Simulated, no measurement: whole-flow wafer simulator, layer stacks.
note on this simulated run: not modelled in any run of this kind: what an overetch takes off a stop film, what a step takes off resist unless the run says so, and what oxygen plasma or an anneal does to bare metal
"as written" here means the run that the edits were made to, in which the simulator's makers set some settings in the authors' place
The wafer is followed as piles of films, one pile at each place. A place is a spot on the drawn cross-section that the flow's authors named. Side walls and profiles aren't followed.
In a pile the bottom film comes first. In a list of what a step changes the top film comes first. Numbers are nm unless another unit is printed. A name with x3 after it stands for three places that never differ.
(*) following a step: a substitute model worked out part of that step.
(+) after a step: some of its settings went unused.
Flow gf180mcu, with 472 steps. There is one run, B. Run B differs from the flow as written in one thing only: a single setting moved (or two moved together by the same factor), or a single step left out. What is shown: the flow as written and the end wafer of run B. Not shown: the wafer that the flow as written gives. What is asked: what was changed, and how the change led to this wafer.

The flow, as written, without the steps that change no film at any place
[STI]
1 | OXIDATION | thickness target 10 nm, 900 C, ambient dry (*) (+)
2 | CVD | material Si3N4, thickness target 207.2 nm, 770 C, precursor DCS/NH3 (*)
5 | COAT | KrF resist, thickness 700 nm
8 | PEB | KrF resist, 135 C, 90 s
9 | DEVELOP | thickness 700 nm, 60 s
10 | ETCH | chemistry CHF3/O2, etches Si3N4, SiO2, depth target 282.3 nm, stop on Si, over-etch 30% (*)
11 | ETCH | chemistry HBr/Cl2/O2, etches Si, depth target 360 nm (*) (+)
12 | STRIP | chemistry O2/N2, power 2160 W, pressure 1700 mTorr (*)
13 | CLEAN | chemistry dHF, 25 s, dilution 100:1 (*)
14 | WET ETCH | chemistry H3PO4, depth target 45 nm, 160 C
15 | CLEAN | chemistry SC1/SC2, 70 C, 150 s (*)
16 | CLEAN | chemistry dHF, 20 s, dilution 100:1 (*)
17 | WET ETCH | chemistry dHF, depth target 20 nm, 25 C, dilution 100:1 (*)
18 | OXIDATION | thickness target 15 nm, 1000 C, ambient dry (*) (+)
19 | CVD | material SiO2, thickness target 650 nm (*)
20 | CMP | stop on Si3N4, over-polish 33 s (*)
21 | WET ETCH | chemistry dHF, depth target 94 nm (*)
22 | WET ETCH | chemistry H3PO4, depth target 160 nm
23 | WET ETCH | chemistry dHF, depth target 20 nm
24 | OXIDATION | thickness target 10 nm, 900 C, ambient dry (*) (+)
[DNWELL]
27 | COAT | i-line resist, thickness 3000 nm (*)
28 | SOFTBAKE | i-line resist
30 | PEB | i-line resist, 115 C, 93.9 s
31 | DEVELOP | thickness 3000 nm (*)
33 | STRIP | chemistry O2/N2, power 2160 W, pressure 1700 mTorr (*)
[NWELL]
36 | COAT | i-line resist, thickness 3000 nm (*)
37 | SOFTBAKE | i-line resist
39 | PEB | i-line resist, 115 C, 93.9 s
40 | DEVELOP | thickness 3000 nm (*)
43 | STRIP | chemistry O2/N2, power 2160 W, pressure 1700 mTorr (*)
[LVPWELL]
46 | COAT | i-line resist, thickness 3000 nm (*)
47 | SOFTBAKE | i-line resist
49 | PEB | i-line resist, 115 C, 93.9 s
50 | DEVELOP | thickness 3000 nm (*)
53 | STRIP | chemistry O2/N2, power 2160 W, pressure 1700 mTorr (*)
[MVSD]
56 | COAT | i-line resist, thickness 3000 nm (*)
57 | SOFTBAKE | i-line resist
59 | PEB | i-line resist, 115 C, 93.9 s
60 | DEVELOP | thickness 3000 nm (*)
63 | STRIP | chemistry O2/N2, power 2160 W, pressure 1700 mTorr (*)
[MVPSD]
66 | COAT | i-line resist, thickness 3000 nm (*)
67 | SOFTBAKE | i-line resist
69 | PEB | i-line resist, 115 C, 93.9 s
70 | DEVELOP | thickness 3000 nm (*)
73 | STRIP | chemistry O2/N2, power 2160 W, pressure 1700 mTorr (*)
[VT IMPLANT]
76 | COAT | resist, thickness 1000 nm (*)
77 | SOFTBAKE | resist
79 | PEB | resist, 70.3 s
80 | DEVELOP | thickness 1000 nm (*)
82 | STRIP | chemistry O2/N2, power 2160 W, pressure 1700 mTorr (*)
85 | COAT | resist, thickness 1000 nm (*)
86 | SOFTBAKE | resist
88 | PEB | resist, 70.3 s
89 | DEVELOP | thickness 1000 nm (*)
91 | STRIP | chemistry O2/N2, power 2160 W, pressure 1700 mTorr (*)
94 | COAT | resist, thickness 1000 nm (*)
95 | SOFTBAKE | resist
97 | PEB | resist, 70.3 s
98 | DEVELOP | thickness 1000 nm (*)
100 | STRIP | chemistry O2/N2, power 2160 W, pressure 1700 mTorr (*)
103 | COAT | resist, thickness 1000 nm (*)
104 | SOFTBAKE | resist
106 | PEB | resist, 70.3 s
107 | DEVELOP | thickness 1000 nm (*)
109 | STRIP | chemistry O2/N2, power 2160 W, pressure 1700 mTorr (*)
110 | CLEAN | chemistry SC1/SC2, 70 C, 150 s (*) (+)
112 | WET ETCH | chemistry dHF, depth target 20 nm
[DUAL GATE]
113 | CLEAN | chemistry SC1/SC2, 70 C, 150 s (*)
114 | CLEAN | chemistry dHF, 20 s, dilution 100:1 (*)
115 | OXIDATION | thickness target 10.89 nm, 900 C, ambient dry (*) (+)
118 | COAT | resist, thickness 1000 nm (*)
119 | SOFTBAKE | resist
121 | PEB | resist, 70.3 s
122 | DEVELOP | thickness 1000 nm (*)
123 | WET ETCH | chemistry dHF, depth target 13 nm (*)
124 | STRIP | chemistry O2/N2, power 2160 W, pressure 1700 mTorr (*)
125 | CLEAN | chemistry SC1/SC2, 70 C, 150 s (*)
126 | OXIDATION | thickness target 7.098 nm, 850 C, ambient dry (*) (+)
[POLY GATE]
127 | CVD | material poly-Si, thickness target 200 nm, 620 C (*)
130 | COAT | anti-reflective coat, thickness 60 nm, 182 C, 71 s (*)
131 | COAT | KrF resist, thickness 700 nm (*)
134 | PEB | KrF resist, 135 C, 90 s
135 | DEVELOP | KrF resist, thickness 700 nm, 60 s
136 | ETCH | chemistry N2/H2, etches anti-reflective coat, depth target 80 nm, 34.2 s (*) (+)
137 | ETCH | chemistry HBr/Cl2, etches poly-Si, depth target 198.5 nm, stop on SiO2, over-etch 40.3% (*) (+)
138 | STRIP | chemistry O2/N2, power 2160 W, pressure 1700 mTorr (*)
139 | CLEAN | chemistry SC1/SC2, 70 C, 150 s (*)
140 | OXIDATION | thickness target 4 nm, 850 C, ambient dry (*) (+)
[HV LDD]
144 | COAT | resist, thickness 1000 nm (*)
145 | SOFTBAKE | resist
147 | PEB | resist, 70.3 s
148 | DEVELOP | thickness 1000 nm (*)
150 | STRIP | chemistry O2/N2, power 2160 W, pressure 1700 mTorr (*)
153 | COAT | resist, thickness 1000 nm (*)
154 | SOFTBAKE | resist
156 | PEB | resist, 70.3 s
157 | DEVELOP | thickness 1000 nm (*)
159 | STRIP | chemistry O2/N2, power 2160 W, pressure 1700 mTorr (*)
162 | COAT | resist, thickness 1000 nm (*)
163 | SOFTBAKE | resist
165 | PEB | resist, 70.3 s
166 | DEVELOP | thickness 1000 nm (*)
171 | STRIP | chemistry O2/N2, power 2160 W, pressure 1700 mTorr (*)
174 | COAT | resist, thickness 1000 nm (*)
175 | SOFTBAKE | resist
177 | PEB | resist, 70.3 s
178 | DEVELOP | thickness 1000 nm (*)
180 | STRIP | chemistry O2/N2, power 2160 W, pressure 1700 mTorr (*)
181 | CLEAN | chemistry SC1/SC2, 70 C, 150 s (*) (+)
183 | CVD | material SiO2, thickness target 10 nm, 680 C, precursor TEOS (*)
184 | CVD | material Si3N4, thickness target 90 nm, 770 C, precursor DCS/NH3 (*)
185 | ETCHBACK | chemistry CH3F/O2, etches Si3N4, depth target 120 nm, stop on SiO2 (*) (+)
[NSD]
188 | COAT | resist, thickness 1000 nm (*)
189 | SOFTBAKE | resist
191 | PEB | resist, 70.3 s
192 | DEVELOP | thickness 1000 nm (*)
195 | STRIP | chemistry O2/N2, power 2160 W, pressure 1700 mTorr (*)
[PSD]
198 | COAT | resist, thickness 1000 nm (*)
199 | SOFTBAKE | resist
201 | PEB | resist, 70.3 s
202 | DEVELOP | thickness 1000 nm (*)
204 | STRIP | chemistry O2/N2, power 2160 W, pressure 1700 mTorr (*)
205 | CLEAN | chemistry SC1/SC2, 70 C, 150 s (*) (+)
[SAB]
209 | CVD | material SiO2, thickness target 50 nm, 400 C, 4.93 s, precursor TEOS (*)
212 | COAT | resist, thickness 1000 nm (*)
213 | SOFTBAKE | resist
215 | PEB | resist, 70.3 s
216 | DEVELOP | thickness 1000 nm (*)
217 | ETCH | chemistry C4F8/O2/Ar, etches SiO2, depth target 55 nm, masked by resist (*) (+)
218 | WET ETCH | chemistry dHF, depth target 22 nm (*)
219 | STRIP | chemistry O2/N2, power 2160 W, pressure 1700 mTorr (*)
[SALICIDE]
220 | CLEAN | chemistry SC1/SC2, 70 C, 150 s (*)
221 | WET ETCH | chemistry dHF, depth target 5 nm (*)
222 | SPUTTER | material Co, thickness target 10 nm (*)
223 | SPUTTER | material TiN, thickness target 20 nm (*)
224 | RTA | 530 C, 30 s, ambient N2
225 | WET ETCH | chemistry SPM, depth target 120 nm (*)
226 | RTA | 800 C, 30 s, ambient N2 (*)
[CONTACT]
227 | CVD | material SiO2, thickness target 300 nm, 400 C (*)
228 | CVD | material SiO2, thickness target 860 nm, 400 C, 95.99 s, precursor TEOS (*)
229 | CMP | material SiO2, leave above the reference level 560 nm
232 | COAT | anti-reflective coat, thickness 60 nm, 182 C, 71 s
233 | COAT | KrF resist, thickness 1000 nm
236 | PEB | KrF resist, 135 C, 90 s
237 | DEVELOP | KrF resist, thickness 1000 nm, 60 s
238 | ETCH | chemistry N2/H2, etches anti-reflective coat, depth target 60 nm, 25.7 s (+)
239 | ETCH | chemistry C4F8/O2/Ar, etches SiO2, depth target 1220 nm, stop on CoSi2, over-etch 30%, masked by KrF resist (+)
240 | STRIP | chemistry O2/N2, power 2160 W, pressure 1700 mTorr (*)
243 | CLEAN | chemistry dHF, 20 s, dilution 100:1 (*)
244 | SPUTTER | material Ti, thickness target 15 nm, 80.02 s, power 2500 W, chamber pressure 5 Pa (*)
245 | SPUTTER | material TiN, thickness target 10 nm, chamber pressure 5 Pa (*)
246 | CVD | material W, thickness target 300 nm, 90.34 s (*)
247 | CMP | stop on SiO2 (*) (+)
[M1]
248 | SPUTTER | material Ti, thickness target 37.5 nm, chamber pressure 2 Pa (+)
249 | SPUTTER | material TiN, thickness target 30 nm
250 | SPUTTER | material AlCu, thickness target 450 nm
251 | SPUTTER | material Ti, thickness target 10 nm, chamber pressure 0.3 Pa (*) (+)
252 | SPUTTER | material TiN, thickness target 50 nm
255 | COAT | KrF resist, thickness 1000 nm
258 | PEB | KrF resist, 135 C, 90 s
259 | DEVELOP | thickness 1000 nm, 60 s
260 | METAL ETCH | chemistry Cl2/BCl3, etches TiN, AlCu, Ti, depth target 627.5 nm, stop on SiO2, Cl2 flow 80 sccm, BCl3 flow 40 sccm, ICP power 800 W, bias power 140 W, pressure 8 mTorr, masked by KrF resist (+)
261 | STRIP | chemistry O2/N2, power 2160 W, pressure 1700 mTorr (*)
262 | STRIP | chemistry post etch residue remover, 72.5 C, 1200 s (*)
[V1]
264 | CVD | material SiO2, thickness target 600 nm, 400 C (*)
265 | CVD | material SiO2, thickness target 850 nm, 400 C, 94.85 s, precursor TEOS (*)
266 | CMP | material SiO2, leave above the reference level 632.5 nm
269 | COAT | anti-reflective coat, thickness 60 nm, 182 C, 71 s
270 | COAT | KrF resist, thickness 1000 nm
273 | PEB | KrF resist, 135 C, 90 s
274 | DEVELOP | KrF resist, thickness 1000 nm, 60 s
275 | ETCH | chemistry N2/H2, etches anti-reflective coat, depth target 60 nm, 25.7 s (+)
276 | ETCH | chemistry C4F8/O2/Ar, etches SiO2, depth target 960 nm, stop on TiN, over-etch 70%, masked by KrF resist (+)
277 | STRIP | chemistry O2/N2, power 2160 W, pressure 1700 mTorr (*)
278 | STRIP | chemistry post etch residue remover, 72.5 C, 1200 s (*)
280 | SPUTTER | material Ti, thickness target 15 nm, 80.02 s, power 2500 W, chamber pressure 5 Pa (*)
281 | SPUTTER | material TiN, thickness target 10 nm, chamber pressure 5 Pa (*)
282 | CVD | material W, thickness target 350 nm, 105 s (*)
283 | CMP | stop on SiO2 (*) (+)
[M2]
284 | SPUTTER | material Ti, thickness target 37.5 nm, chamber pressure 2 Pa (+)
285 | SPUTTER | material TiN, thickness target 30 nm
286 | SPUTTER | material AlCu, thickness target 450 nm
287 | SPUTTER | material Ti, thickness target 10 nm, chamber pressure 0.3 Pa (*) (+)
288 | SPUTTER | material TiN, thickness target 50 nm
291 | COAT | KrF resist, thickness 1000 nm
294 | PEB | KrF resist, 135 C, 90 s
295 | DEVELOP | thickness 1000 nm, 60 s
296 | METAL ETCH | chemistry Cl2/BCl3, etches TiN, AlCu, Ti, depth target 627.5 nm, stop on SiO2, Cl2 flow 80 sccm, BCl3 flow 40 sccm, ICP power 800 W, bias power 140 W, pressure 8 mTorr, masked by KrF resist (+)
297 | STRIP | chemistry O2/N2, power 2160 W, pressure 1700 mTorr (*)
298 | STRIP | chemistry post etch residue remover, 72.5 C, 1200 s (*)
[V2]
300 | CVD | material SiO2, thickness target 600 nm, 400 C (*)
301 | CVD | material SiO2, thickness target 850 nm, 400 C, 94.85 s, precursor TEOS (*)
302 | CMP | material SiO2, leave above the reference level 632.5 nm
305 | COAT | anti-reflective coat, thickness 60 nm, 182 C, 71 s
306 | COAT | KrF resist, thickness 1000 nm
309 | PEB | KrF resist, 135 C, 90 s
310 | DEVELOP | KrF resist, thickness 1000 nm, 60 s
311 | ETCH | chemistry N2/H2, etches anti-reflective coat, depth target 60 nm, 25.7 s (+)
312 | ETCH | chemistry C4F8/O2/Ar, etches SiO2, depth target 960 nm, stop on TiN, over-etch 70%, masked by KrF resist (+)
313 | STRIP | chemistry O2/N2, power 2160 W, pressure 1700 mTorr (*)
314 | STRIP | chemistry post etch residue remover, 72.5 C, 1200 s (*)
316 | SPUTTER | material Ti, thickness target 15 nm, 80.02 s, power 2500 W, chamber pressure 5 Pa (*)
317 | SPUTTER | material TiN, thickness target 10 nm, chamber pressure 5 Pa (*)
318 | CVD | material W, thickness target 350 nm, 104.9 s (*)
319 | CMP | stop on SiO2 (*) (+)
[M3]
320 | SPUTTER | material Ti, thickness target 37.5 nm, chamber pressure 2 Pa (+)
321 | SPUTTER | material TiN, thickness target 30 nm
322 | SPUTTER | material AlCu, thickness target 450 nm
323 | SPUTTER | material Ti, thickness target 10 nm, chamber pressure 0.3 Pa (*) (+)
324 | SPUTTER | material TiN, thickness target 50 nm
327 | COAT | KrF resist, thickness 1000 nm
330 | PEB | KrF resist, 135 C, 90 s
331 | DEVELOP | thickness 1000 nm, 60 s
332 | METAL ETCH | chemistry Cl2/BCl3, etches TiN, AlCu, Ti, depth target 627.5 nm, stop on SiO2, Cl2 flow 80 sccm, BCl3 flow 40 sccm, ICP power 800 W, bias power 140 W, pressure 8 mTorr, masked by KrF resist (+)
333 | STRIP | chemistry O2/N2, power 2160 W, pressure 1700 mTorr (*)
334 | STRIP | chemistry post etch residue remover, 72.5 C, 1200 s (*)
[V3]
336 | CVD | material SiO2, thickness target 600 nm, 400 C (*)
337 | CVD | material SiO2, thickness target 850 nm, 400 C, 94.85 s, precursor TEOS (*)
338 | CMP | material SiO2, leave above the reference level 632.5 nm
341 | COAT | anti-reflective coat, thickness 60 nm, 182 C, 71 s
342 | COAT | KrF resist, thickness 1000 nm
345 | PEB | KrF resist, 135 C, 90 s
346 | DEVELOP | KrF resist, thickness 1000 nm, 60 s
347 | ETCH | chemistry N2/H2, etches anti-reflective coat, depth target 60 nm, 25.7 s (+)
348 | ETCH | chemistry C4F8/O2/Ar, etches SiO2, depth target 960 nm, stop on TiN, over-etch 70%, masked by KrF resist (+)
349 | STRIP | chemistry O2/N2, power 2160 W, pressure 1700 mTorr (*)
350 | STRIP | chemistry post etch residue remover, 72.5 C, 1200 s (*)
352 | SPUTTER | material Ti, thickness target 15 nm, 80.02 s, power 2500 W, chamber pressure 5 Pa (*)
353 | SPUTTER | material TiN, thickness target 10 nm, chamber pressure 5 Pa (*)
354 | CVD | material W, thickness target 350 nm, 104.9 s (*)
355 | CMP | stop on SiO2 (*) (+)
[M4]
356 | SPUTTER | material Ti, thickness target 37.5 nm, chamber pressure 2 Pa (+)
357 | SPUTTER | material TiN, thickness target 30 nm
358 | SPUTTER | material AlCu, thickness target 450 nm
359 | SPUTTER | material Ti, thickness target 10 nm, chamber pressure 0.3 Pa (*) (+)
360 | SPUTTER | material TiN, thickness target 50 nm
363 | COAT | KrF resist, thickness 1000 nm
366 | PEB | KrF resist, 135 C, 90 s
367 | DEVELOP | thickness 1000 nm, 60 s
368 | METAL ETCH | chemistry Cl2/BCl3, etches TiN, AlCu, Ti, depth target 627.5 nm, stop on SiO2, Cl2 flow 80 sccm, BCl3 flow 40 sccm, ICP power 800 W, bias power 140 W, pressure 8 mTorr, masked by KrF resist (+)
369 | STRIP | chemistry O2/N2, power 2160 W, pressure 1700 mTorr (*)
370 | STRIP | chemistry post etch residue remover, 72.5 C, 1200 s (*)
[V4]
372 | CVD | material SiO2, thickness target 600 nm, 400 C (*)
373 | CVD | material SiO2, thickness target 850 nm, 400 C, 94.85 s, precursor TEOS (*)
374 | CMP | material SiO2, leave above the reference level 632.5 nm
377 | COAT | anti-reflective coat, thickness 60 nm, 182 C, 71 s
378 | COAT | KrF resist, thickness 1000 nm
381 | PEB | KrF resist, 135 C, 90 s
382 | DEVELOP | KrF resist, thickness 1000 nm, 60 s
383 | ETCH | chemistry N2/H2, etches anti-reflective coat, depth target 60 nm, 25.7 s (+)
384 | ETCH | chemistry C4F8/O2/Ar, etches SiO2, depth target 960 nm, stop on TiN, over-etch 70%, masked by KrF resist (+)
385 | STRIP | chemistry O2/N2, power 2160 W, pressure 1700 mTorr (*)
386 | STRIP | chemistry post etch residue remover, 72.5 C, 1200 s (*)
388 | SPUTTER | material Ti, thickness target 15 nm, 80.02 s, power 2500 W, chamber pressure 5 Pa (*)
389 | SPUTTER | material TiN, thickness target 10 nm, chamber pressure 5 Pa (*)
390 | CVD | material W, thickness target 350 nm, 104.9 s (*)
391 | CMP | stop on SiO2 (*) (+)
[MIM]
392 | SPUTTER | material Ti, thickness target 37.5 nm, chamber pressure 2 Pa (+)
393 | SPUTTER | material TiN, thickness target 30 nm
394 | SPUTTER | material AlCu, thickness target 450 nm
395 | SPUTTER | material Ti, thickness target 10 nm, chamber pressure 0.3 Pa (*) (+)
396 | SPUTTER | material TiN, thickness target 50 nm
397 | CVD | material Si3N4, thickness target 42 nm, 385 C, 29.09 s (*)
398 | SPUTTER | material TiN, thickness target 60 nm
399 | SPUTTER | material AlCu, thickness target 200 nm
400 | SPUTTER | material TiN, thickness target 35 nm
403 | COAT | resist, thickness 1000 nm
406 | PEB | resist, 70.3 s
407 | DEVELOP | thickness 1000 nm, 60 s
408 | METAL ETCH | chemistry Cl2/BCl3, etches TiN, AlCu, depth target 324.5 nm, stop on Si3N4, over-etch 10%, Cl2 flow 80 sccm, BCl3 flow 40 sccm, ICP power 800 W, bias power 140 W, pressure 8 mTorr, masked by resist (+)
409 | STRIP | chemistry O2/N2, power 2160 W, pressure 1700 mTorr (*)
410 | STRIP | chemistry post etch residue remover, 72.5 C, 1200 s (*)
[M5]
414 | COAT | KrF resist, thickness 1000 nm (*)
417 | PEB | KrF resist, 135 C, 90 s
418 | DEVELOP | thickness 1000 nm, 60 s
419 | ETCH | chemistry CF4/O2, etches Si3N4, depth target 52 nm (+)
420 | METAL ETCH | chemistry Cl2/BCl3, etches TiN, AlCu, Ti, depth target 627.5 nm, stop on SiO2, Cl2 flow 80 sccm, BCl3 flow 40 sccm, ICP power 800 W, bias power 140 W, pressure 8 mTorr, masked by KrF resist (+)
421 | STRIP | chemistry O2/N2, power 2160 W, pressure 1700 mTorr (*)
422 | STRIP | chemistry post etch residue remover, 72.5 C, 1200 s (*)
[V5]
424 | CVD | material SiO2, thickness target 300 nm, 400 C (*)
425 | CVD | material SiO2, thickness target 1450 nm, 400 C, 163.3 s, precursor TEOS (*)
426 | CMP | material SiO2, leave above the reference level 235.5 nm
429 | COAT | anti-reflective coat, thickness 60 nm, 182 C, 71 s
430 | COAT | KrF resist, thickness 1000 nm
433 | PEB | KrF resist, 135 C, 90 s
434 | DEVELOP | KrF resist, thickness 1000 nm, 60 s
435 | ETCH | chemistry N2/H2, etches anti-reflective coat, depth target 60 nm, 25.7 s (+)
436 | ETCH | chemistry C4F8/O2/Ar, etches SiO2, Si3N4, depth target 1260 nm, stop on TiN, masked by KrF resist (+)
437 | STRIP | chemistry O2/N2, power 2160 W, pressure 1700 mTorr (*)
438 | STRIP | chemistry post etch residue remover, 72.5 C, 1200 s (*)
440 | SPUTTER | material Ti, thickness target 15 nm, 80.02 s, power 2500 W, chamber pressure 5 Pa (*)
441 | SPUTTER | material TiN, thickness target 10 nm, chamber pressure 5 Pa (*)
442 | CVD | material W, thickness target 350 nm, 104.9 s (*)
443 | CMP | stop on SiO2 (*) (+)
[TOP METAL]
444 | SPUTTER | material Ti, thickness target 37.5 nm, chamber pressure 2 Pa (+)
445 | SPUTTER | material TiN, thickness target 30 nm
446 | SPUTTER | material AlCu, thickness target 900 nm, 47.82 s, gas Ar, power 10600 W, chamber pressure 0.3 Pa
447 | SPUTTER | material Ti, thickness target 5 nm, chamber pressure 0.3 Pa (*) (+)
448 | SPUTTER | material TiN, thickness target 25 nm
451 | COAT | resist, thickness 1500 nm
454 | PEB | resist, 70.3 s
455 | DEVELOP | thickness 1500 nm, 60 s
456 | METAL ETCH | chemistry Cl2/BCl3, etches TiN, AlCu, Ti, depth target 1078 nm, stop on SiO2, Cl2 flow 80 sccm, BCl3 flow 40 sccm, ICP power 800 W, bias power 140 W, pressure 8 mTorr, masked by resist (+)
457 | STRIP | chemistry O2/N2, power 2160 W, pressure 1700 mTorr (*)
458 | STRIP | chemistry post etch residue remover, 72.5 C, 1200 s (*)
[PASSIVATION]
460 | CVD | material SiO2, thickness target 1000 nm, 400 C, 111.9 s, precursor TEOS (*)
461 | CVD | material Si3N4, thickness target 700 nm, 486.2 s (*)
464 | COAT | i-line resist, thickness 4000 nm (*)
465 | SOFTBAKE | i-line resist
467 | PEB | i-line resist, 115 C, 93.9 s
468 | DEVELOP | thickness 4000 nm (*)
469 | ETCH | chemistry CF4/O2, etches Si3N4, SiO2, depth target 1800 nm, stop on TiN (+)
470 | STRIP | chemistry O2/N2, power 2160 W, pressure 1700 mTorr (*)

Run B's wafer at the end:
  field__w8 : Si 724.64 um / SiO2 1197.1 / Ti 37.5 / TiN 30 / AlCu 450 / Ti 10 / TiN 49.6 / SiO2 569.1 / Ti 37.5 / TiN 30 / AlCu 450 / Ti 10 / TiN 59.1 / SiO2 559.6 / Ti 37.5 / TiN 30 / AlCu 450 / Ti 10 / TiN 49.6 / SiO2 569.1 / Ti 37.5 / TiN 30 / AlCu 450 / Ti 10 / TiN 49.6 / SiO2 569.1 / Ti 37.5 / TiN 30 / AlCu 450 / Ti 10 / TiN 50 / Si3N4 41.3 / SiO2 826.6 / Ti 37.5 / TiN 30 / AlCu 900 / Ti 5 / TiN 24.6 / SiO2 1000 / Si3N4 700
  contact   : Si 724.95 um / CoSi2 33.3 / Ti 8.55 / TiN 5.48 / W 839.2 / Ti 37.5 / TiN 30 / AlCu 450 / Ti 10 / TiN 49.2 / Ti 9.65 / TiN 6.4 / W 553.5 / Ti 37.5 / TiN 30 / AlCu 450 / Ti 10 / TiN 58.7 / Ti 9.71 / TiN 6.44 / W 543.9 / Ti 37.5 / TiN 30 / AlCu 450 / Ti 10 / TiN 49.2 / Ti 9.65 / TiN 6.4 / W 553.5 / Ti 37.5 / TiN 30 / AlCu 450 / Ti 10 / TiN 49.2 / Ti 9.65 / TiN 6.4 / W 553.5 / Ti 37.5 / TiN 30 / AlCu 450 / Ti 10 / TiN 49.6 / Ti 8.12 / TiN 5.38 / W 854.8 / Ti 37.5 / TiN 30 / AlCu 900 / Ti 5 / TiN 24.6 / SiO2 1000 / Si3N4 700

Cause: step 288, SPUTTER: thickness target 59.5 nm was run, whereas the flow has thickness target 50 nm.

The path from the change to this, step by step:
  288 | SPUTTER | material TiN, thickness target 50 nm
      field, field__w1, field__w2 and 108 more: +59.5 TiN (new film) (as written it would have been: +50 TiN (new film))
  296 | METAL ETCH | chemistry Cl2/BCl3, etches TiN, AlCu, Ti, depth target 627.5 nm, stop on SiO2, Cl2 flow 80 sccm, BCl3 flow 40 sccm, ICP power 800 W, bias power 140 W, pressure 8 mTorr, masked by KrF resist (+)
      field, field__w1, field__w2 and 103 more: -59.5 TiN (all of it), -10 Ti (all of it), -450 AlCu (all of it), -30 TiN (all of it), -37.5 Ti (all of it) (as written it would have been: -50 TiN (all of it), -10 Ti (all of it), -450 AlCu (all of it), -30 TiN (all of it), -37.5 Ti (all of it))
